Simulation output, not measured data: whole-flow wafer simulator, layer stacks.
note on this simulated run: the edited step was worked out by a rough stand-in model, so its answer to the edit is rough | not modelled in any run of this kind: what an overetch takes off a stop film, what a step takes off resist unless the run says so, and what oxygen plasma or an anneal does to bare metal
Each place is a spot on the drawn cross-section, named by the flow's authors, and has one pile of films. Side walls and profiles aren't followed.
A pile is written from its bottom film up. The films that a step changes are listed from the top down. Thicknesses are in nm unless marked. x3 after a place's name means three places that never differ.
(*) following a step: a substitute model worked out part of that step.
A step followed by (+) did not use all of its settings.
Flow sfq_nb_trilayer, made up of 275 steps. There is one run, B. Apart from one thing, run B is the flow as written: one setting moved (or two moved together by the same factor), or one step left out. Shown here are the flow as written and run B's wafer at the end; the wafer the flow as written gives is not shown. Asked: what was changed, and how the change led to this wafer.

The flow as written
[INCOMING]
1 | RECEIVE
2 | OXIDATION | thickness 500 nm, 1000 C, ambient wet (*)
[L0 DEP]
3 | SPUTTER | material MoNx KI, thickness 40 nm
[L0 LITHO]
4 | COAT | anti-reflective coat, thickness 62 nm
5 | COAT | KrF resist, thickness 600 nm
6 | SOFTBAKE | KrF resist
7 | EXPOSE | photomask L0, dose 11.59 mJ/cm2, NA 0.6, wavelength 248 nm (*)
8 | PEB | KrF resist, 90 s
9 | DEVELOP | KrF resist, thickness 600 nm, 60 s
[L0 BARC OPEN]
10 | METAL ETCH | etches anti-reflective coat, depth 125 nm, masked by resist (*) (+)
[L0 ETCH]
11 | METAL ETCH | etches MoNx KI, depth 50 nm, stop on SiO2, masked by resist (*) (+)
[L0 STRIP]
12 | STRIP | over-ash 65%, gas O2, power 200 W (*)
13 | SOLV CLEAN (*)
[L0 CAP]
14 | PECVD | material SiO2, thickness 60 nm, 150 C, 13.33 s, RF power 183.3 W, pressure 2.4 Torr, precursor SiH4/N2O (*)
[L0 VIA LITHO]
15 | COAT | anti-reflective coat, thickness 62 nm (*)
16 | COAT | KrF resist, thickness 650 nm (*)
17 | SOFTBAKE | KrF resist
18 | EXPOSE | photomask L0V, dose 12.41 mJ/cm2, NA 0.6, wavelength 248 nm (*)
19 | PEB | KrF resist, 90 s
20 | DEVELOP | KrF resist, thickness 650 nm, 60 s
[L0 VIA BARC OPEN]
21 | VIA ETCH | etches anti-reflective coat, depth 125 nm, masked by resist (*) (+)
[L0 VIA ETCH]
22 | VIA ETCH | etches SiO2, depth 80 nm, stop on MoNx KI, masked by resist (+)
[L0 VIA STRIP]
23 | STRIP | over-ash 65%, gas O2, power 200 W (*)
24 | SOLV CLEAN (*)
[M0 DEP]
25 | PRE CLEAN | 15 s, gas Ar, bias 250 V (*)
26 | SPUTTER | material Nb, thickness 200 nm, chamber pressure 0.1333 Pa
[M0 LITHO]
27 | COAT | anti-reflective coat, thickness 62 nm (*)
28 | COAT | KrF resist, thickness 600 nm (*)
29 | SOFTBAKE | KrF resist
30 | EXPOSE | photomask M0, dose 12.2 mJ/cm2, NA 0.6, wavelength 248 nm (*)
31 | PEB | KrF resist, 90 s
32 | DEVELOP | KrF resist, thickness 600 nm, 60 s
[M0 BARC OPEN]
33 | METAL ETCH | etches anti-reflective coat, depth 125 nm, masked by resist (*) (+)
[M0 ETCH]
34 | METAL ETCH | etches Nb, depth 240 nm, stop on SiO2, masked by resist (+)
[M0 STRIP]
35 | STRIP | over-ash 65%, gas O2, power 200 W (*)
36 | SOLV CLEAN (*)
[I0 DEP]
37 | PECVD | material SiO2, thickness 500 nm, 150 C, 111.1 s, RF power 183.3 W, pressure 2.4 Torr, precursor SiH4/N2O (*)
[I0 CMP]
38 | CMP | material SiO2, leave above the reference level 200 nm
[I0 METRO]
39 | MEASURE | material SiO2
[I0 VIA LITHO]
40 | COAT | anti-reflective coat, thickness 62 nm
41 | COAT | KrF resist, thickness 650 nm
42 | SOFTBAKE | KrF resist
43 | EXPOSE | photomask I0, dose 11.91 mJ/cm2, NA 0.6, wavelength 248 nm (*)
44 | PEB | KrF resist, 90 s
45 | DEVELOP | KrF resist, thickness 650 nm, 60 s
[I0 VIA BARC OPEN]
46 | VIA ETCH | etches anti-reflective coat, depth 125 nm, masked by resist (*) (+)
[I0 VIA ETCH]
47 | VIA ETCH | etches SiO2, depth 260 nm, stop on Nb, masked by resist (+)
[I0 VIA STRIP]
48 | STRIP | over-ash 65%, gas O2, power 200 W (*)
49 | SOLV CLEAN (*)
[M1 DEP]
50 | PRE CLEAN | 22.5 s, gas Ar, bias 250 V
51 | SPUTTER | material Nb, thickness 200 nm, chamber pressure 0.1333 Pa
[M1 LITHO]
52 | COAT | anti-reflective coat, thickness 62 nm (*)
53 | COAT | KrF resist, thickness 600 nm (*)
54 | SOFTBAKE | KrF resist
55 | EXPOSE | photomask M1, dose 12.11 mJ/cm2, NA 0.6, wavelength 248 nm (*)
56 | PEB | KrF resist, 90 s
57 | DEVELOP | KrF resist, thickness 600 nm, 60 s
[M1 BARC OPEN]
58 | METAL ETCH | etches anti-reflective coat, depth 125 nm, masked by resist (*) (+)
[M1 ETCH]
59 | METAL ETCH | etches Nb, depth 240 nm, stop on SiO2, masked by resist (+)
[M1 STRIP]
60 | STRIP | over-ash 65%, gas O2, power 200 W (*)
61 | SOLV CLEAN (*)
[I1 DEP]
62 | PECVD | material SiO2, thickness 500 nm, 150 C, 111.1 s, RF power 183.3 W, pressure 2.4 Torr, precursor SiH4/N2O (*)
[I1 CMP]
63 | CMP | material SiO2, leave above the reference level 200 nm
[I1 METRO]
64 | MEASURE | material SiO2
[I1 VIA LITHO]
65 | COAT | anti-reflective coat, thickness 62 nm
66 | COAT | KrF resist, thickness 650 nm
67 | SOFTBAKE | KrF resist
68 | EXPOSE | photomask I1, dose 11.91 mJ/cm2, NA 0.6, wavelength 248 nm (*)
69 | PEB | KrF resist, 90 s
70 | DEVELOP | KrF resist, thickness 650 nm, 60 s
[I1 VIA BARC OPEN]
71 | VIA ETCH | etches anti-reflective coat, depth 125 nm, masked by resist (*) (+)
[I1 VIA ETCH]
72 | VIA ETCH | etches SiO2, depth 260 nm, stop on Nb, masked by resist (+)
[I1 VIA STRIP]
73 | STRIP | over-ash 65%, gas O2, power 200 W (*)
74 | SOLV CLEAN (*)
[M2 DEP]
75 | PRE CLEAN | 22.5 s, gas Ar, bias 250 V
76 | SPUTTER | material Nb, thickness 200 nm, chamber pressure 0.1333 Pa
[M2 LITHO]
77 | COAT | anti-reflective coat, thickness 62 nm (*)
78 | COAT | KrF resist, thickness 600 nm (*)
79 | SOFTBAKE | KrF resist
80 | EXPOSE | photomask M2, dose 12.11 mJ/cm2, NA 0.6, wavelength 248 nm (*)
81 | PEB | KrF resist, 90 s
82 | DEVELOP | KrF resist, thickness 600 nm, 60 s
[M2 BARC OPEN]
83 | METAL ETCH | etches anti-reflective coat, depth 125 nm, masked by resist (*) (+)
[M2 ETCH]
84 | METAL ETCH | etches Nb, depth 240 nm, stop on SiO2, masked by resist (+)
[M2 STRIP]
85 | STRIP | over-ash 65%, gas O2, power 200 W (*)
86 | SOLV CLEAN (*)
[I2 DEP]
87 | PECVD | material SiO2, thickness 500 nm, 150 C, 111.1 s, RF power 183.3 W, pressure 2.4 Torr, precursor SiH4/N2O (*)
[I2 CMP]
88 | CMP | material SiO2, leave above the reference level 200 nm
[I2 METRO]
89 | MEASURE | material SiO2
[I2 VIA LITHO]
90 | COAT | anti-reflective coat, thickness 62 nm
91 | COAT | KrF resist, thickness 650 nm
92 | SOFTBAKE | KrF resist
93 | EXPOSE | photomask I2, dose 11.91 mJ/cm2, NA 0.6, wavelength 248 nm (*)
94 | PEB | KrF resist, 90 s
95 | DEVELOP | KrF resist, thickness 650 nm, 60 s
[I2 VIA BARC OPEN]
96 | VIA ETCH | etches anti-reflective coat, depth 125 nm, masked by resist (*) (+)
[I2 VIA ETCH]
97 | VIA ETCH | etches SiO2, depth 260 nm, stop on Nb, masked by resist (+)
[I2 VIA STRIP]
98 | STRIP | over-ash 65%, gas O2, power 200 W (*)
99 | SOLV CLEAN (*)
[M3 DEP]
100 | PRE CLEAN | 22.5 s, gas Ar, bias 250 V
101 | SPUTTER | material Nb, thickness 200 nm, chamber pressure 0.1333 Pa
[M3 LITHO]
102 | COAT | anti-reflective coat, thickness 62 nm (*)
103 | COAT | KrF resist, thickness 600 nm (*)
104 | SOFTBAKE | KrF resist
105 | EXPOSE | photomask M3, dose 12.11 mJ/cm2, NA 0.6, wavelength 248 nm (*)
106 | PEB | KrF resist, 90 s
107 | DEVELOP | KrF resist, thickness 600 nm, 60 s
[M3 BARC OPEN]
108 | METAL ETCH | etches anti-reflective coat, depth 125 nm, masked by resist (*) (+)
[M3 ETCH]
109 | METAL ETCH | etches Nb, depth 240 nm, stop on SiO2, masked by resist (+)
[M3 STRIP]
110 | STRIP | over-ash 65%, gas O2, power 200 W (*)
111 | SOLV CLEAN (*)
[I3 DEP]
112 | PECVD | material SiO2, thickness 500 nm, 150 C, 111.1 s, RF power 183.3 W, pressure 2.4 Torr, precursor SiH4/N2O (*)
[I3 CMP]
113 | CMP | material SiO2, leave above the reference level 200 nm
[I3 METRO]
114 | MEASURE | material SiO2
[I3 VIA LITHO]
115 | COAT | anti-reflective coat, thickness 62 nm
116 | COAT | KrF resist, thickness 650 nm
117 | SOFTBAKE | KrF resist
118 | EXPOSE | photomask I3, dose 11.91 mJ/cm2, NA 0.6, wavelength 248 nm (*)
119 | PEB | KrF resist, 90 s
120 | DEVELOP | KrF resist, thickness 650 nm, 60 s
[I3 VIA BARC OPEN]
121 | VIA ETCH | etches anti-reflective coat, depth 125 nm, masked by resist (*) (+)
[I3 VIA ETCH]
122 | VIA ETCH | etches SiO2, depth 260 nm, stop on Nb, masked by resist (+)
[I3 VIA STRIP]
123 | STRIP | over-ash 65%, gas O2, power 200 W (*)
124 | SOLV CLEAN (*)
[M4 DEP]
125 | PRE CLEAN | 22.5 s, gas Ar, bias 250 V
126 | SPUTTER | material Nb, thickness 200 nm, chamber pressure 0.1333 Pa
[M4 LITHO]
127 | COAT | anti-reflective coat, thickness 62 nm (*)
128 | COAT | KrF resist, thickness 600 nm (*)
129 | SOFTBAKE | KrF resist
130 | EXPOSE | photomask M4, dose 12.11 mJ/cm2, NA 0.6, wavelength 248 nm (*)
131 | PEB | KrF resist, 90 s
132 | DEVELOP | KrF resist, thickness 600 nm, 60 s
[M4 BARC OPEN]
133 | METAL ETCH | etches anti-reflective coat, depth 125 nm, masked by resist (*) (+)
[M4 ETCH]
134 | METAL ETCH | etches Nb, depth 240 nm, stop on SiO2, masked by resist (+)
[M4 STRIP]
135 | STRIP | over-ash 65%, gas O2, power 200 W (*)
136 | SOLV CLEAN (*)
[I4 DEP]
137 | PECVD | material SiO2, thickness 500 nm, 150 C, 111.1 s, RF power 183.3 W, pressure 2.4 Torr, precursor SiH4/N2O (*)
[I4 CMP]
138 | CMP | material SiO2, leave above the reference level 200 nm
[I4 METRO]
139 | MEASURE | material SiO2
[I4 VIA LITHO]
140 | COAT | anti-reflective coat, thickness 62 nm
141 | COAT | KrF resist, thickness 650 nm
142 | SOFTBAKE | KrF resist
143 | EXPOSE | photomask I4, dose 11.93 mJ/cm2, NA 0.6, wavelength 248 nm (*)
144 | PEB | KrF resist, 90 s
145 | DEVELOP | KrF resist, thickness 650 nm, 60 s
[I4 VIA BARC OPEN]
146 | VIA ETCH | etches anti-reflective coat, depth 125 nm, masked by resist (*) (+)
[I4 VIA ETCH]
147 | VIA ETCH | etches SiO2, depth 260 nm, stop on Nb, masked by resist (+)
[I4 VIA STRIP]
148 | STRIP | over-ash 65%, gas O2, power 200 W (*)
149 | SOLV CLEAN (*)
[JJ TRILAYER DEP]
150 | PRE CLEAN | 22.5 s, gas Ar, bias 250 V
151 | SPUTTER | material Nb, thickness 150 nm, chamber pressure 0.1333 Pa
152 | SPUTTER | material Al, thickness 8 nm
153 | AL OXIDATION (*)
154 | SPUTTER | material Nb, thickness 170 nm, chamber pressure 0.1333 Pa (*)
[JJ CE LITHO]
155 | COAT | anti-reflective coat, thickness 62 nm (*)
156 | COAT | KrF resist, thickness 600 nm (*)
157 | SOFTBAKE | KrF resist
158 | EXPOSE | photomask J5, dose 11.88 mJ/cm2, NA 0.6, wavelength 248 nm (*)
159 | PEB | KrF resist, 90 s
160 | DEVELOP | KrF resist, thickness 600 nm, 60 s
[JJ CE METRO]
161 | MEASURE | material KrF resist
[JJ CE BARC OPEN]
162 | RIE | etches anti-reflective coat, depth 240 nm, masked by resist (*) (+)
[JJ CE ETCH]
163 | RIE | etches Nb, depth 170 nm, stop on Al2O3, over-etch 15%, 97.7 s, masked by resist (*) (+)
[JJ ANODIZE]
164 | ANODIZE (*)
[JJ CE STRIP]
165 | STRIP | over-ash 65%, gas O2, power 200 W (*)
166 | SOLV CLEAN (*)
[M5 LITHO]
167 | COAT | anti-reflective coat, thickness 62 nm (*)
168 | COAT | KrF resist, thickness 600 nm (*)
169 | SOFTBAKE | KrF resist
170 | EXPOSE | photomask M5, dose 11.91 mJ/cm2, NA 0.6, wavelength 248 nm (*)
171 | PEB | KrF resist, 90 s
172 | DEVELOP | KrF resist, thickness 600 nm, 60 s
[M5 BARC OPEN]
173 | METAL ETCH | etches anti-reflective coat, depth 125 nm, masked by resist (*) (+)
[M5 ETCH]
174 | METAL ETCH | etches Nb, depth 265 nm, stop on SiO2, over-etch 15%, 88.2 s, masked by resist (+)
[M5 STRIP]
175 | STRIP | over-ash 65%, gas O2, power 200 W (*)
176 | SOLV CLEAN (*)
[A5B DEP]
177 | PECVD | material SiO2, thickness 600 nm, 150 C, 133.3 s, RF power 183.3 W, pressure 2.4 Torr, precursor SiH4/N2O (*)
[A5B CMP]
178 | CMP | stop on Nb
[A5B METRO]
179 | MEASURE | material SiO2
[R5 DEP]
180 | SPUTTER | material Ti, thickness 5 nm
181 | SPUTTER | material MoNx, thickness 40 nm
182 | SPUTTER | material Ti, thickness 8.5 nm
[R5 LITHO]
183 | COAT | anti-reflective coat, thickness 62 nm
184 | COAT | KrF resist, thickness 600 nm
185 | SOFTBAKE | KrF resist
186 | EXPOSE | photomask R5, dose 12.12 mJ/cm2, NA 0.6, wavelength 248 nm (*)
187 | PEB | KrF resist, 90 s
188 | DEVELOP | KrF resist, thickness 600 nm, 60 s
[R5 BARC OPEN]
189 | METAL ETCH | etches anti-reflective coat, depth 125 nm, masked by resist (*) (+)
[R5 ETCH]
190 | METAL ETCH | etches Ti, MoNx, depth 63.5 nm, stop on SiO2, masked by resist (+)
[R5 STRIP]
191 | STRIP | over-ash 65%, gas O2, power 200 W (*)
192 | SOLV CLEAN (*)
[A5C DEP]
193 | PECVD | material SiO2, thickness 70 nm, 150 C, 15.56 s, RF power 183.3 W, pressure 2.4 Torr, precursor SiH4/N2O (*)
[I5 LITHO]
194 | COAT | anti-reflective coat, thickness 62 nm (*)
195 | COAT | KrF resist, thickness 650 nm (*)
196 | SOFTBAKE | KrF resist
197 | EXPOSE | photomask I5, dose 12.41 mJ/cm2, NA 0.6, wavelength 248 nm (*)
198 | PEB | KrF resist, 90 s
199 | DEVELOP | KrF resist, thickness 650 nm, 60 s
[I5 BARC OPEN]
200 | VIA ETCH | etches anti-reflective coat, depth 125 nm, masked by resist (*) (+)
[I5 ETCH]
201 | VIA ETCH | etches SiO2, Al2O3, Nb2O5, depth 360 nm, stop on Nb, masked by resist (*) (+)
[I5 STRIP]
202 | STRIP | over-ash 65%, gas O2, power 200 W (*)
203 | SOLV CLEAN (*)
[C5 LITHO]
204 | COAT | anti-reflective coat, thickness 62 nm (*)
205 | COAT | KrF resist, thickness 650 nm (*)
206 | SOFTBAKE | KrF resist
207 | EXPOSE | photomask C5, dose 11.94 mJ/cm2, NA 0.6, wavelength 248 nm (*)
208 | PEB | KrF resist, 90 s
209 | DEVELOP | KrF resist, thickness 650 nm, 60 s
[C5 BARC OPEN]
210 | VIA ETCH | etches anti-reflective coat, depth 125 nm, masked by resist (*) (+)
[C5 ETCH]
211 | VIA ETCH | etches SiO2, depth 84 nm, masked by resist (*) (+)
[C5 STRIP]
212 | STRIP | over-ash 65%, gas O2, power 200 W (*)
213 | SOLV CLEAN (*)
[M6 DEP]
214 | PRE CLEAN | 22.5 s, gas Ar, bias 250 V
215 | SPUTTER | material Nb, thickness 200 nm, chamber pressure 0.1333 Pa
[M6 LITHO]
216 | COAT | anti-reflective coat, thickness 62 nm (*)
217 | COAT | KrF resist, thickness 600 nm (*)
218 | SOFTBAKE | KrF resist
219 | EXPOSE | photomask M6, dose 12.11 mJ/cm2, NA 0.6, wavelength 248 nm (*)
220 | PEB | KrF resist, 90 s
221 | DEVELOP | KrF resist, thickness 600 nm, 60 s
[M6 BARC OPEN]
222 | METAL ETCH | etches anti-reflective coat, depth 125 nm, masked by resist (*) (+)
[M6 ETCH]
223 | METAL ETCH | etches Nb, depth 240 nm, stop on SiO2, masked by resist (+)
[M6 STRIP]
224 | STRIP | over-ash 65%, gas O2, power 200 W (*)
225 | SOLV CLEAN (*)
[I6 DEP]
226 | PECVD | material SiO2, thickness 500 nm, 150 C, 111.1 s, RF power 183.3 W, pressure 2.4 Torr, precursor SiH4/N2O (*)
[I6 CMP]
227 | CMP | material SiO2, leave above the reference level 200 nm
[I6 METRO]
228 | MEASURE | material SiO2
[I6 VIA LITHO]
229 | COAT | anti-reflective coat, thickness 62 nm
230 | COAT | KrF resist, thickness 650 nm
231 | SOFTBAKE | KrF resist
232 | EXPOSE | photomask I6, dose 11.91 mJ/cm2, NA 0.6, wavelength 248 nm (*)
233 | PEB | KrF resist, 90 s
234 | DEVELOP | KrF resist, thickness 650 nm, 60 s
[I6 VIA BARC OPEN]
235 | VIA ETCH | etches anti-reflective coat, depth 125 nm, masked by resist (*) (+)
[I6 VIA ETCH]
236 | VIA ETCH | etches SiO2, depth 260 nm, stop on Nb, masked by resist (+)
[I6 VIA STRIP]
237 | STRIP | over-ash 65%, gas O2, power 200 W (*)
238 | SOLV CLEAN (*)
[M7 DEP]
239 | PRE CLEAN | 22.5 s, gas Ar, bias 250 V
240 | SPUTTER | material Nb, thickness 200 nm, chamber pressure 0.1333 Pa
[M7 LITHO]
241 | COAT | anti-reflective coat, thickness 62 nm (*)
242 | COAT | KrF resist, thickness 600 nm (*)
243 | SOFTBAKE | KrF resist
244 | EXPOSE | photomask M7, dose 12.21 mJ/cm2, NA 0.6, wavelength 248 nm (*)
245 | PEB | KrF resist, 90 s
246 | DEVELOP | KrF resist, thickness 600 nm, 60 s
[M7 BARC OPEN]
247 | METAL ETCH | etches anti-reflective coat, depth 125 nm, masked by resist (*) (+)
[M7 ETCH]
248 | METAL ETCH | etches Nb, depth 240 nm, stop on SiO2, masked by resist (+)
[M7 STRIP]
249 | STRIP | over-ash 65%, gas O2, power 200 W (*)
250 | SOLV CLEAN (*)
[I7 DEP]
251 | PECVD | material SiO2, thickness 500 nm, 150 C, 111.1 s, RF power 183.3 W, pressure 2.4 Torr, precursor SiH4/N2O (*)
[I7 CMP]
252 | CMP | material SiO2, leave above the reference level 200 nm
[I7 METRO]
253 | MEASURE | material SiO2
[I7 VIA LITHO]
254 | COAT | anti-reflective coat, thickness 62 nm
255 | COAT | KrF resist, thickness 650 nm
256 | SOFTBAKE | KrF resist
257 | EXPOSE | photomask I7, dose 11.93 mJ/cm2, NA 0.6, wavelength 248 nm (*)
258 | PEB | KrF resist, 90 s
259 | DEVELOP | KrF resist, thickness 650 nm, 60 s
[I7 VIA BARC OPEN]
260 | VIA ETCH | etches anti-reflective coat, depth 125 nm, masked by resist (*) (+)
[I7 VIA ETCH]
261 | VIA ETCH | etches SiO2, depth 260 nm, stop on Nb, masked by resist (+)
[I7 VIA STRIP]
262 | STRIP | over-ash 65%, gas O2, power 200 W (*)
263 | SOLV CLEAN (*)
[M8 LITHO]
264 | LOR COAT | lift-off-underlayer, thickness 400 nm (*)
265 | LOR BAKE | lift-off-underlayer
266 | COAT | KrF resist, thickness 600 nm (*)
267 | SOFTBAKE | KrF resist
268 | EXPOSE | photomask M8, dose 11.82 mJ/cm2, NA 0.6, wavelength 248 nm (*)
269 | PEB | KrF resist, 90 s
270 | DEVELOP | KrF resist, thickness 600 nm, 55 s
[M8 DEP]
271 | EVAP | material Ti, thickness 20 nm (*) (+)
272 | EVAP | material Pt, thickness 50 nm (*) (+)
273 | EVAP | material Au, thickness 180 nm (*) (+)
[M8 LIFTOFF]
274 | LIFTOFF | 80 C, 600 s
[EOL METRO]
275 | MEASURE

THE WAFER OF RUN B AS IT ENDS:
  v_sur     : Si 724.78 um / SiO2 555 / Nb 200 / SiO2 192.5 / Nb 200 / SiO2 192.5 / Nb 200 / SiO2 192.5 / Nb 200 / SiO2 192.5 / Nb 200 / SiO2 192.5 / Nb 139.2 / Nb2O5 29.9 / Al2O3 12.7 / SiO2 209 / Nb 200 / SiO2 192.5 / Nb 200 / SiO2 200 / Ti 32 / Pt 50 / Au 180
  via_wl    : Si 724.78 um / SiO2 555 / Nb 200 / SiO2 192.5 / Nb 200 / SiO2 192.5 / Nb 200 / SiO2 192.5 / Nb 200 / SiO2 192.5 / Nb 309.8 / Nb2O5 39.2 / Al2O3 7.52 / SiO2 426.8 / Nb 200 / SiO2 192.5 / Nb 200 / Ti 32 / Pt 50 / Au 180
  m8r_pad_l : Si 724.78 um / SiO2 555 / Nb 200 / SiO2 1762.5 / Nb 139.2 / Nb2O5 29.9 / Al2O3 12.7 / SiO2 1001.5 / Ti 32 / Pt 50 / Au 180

The reason: step 271, EVAP: thickness 32 nm was run, whereas the flow has thickness 20 nm.
The wafer itself shows it: v_sur has Ti 32, and step 271 as written asks for 20 nm.

Step by step, how the change led to this:
  271 | EVAP | material Ti, thickness 20 nm (*) (+)
      field_l, v_sur, via_wl and 103 more: +32 Ti (new film) (in the flow as written it would be: +20 Ti (new film))
  274 | LIFTOFF | 80 C, 600 s
      p4_fl, p4_fm, p4_w1 and 71 more: -180 Au (all of it), -50 Pt (all of it), -32 Ti (all of it), -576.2 KrF resist (all of it), -400 lift-off-underlayer (all of it) (in the flow as written it would be: -180 Au (all of it), -50 Pt (all of it), -20 Ti (all of it), -576.2 KrF resist (all of it), -400 lift-off-underlayer (all of it))
      c5j, ce_r: -180 Au (all of it), -50 Pt (all of it), -32 Ti (all of it), -573.3 KrF resist (all of it), -399.3 lift-off-underlayer (all of it) (in the flow as written it would be: -180 Au (all of it), -50 Pt (all of it), -20 Ti (all of it), -573.3 KrF resist (all of it), -399.3 lift-off-underlayer (all of it))
      (and at 19 other places as well)
